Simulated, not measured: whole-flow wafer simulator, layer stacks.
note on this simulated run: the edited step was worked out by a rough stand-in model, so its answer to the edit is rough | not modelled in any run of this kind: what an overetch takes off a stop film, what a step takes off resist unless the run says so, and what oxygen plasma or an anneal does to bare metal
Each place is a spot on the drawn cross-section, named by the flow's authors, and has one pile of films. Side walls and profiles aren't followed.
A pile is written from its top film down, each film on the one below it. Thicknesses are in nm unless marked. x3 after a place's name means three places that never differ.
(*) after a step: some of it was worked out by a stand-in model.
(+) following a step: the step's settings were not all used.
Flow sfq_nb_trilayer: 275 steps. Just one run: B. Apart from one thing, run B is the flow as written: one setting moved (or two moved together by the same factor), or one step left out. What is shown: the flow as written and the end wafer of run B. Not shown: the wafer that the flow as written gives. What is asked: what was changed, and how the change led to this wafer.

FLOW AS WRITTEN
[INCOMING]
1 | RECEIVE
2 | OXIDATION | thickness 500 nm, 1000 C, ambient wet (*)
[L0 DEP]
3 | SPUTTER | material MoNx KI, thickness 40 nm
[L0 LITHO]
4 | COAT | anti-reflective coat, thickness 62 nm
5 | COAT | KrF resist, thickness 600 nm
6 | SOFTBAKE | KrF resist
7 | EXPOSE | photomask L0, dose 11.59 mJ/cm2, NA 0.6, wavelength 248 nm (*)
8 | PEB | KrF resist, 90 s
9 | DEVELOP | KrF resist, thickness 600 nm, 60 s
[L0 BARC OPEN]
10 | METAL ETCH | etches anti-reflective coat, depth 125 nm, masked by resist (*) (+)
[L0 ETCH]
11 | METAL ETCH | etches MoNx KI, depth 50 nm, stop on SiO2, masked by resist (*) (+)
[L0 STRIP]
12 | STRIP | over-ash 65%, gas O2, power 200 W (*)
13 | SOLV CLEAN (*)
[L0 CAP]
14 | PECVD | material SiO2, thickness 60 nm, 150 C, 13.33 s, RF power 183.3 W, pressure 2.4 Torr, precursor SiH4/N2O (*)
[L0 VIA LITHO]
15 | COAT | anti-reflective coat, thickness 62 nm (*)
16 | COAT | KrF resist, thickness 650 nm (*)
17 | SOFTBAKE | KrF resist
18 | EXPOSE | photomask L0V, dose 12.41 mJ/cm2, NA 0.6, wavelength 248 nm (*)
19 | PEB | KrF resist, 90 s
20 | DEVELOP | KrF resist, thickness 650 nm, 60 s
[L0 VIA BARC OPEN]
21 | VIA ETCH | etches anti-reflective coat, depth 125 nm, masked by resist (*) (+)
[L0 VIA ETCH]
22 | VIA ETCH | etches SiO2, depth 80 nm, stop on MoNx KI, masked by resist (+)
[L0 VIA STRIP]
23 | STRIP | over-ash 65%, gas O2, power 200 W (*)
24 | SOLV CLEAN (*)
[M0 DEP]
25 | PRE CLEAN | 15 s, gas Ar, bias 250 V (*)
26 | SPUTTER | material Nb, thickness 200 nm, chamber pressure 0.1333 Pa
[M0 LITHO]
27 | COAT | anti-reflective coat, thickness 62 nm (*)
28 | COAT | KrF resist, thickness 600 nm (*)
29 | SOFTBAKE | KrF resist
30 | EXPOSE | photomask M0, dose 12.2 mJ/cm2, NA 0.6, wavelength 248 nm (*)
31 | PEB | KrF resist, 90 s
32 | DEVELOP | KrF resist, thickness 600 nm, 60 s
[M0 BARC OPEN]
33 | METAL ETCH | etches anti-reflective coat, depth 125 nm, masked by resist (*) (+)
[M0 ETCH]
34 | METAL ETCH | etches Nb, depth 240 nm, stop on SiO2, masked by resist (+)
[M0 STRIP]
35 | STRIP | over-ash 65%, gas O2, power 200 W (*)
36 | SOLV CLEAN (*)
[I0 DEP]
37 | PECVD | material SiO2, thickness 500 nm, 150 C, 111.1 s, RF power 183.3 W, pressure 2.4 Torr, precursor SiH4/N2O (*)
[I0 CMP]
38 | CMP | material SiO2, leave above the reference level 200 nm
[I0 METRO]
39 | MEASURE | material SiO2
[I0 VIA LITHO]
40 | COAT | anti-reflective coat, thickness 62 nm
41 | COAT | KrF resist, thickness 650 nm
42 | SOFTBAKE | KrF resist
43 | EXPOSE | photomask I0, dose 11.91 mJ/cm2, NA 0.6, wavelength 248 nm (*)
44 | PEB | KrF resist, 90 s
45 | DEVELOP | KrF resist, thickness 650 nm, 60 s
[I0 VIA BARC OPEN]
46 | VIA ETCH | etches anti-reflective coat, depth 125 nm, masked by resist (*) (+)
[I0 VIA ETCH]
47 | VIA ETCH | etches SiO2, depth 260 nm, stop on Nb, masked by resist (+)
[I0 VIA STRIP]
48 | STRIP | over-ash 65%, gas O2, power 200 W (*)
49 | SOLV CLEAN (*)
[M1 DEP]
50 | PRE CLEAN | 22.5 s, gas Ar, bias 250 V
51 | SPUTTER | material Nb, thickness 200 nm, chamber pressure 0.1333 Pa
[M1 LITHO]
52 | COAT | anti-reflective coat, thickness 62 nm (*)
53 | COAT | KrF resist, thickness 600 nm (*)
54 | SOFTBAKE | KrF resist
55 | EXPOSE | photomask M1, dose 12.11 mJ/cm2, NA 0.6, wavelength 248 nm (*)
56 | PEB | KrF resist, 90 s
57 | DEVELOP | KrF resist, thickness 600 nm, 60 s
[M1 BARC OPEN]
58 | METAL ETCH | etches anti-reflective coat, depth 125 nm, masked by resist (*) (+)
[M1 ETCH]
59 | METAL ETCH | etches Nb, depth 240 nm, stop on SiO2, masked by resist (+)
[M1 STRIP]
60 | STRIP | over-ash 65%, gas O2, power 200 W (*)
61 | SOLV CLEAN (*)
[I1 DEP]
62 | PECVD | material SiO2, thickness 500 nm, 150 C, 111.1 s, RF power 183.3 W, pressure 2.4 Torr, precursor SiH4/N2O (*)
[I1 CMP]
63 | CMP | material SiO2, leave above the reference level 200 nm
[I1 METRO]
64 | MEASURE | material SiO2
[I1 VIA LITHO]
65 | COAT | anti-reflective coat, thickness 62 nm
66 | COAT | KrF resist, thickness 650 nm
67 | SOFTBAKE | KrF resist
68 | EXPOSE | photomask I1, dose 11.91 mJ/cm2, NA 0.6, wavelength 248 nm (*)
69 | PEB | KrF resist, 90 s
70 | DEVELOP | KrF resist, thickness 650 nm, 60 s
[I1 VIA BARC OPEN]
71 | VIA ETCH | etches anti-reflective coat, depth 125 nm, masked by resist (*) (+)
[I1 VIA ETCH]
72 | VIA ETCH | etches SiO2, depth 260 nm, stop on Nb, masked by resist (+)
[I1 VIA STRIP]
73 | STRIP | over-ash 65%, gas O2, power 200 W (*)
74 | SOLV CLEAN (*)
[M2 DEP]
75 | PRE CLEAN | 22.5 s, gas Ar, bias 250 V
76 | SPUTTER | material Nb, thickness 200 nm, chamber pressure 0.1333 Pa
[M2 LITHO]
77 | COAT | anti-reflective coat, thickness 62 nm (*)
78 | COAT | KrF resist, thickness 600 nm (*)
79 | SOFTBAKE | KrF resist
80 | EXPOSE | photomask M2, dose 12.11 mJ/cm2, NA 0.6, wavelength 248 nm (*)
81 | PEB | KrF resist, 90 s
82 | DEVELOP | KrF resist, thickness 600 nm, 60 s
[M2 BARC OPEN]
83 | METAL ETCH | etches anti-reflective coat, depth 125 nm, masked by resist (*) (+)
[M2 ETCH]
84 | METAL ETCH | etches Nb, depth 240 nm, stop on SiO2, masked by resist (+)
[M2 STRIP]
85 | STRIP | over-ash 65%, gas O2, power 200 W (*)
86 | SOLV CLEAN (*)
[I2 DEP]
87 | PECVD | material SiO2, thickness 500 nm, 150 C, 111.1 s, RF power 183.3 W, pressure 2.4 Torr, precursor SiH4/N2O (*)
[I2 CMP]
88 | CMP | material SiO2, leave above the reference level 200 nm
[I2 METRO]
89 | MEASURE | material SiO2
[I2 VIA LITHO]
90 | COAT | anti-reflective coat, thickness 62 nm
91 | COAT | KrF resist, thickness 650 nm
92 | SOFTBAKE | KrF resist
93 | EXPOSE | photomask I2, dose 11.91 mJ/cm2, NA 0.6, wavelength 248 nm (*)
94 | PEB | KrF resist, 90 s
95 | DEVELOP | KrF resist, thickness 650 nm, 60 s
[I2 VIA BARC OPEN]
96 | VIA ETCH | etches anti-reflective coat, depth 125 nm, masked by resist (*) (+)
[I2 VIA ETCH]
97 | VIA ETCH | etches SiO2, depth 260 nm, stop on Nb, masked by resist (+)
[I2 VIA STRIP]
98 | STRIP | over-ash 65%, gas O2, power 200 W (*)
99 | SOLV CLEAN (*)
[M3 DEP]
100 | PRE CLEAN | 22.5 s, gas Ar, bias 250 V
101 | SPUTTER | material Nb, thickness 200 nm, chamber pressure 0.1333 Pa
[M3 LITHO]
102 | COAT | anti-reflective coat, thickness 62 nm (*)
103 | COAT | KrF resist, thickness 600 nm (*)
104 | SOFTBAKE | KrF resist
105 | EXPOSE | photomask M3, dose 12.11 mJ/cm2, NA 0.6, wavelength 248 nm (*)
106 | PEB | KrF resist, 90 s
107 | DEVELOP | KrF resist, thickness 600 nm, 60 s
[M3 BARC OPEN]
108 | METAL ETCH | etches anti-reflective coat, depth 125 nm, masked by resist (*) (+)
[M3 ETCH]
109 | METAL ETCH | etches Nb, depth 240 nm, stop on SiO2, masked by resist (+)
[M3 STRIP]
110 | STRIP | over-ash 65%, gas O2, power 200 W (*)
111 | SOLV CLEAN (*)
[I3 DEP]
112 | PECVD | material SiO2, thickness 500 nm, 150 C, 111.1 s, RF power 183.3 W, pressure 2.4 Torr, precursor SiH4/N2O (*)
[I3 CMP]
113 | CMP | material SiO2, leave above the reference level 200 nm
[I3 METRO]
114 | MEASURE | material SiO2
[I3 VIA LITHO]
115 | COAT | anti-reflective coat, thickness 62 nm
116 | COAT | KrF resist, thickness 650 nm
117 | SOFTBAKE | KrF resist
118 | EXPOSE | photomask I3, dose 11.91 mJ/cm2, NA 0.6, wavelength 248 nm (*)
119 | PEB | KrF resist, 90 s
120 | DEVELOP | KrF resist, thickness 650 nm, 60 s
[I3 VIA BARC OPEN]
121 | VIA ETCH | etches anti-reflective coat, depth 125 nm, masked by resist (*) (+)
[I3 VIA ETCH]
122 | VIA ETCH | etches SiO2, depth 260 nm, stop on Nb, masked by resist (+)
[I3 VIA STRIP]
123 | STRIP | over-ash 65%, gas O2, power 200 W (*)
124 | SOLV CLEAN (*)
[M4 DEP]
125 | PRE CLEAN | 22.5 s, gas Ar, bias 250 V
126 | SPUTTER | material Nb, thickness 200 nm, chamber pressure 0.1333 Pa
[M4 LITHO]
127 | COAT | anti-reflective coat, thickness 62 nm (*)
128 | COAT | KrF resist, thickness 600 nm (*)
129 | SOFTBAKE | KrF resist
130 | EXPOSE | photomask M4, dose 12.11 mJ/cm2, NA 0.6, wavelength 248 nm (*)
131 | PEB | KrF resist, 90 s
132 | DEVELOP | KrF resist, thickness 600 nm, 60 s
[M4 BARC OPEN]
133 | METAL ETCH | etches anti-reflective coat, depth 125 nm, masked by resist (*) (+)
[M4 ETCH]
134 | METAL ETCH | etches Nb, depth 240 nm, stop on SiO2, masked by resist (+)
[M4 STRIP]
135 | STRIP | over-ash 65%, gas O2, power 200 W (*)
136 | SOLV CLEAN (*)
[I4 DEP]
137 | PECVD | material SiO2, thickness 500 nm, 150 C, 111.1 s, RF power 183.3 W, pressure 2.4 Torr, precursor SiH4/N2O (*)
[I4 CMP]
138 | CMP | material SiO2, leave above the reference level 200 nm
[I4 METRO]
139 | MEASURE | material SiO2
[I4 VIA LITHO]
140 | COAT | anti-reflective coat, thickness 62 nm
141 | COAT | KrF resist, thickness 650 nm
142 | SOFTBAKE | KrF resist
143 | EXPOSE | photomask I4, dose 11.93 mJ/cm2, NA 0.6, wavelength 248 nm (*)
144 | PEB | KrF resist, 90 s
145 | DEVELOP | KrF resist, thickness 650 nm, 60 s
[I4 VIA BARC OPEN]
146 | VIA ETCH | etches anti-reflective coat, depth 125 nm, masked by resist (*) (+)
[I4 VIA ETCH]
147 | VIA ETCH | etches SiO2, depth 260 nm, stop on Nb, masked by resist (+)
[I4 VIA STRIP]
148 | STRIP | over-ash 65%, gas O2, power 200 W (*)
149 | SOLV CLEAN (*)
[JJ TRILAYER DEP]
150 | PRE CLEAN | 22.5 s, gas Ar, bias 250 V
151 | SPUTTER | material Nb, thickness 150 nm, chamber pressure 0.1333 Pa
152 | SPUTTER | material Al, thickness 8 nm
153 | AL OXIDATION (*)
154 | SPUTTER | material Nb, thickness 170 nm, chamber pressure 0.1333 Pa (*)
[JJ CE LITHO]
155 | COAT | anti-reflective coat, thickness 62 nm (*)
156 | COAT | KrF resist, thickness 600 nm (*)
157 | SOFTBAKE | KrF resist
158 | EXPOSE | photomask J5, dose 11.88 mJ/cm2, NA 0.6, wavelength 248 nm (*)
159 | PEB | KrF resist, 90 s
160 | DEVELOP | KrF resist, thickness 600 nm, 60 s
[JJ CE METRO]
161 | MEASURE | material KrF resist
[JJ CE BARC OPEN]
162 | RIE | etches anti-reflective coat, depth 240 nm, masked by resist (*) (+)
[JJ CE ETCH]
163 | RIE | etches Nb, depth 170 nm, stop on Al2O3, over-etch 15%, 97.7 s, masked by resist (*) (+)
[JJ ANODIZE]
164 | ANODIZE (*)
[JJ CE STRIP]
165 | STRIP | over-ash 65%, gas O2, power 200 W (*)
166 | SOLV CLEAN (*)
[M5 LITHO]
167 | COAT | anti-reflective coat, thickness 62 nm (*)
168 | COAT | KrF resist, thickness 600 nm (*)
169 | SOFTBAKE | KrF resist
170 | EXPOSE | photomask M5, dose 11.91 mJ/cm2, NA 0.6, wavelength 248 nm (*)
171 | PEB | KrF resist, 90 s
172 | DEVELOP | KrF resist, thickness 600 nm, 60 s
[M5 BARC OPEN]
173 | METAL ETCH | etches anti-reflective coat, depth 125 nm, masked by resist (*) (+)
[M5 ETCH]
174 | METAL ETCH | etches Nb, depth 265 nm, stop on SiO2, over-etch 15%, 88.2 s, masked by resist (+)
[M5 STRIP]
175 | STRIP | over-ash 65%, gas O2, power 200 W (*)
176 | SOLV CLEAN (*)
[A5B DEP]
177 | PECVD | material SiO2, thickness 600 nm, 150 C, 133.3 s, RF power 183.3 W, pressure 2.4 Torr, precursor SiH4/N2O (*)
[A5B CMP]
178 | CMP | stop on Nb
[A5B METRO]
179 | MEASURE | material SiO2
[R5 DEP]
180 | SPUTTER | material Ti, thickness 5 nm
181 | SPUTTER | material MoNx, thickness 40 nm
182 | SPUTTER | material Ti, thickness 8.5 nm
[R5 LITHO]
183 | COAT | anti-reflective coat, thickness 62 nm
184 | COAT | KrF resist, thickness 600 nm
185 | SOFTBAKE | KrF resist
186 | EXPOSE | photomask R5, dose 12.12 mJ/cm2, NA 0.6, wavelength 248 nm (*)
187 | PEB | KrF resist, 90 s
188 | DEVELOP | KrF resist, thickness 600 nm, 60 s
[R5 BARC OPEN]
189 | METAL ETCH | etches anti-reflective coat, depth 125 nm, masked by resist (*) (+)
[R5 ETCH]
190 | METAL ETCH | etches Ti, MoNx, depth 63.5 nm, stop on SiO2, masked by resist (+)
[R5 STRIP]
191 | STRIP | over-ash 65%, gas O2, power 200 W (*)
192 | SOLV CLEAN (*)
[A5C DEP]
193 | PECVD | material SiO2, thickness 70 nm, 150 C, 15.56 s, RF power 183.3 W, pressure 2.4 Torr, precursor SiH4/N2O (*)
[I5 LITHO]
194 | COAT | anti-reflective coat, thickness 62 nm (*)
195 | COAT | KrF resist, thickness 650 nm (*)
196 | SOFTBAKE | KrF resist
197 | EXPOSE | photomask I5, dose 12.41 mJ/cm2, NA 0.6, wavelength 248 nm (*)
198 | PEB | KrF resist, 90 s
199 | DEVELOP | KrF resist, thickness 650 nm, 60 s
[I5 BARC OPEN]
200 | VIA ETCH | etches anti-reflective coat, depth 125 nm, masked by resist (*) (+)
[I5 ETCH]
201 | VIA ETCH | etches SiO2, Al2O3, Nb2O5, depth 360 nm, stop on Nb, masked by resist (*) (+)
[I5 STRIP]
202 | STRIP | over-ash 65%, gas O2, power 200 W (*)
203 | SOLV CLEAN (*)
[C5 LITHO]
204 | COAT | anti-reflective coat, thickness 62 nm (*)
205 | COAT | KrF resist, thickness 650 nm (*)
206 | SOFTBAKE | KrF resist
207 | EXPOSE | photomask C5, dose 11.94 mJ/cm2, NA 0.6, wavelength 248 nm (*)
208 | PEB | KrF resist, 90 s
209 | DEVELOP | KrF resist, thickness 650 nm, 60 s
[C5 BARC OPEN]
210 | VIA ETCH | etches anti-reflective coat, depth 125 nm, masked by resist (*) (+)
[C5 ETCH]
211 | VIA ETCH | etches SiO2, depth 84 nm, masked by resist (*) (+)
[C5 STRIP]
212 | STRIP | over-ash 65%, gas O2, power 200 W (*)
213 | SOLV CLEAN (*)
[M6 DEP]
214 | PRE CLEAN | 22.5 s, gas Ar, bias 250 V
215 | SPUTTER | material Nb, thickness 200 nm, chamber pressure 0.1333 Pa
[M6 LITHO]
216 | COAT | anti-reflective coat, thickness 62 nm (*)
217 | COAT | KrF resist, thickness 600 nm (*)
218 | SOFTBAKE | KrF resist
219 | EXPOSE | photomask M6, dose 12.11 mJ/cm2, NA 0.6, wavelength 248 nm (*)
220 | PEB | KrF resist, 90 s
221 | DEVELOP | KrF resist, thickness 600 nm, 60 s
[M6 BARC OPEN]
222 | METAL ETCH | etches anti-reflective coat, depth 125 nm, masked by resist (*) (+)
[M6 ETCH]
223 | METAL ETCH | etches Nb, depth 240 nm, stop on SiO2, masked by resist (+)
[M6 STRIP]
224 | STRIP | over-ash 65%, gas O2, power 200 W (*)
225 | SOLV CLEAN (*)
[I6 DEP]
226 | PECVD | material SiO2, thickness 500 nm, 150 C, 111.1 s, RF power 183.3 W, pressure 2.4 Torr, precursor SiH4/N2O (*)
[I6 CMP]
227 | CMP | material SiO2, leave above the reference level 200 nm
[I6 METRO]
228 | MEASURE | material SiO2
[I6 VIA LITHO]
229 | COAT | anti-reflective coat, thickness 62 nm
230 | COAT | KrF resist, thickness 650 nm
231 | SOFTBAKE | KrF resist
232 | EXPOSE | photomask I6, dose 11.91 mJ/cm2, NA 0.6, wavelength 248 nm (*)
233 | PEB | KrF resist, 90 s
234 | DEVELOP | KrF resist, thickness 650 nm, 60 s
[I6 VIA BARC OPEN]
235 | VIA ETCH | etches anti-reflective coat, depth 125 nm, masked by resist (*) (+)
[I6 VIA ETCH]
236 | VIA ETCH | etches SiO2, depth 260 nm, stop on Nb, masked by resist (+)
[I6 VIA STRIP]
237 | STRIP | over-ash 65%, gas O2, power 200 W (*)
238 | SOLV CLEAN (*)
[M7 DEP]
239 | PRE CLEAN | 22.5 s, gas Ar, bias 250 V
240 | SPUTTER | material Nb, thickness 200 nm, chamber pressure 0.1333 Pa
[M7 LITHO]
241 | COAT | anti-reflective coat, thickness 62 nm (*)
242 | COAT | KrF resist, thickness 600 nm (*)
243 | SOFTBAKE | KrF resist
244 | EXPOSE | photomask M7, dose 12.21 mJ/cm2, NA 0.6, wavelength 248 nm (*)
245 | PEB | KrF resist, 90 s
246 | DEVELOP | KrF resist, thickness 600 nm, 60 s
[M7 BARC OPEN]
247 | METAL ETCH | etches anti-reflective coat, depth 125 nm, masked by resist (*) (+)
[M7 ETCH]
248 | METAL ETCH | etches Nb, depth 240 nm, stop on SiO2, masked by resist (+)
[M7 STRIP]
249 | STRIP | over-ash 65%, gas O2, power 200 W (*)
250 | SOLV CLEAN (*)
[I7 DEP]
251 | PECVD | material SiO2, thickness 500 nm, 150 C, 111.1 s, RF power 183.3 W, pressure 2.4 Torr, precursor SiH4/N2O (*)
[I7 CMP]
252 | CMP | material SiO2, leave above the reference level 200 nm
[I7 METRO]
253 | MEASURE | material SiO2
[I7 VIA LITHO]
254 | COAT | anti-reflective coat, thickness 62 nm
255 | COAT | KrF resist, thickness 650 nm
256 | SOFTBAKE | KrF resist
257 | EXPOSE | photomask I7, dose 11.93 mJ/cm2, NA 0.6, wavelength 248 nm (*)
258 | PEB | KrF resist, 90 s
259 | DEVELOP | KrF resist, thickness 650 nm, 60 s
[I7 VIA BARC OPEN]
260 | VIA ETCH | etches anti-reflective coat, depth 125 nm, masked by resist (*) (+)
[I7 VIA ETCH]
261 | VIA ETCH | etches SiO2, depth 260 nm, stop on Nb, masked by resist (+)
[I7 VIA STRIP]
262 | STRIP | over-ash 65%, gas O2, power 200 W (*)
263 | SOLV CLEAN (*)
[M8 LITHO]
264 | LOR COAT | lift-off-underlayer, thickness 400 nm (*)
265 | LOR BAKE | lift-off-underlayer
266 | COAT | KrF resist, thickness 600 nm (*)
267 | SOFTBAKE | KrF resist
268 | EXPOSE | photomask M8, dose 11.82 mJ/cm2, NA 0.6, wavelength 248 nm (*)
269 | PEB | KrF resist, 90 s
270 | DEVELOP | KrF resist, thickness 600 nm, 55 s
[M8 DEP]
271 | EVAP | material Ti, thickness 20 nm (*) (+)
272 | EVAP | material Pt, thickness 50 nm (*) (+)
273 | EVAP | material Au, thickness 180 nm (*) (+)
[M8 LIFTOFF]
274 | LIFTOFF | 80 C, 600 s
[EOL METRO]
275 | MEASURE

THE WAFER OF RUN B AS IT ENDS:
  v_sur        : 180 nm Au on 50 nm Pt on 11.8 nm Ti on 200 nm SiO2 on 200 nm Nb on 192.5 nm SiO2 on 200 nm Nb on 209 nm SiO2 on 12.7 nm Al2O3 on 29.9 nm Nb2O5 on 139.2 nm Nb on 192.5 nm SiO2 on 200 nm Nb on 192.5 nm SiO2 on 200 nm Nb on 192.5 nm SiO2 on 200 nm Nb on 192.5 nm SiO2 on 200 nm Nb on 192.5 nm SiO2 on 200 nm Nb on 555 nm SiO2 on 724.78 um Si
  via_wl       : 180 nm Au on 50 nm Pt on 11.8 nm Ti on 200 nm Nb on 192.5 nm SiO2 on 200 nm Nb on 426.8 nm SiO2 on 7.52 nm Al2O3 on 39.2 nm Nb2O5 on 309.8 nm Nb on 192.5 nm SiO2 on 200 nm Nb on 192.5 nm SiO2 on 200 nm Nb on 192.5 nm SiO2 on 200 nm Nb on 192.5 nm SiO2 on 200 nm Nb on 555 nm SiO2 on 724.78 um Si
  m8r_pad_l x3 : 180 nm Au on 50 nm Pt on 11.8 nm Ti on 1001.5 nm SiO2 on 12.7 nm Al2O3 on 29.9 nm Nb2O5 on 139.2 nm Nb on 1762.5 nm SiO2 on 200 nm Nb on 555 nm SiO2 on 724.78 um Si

The reason: step 271, EVAP: thickness 11.8 nm was run, though the flow has thickness 20 nm.
The wafer lets one read it off: v_sur has Ti 11.8, and step 271 as written asks for 20 nm.

The path from the change to this, step by step:
  271 | EVAP | material Ti, thickness 20 nm (*) (+)
      field_l, v_sur, via_wl and 103 more: Ti gains 11.8 (new film) (it would be, as written: Ti gains 20 (new film))
  274 | LIFTOFF | 80 C, 600 s
      p4_fl x3, p4_w1 x9, p4_g1 x2 and 60 more: Au loses 180 (all of it), Pt loses 50 (all of it), Ti loses 11.8 (all of it), KrF resist loses 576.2 (all of it), lift-off-underlayer loses 400 (all of it) (it would be, as written: Au loses 180 (all of it), Pt loses 50 (all of it), Ti loses 20 (all of it), KrF resist loses 576.2 (all of it), lift-off-underlayer loses 400 (all of it))
      c5j, ce_r: Au loses 180 (all of it), Pt loses 50 (all of it), Ti loses 11.8 (all of it), KrF resist loses 573.3 (all of it), lift-off-underlayer loses 399.3 (all of it) (it would be, as written: Au loses 180 (all of it), Pt loses 50 (all of it), Ti loses 20 (all of it), KrF resist loses 573.3 (all of it), lift-off-underlayer loses 399.3 (all of it))
      (also at 19 further places)
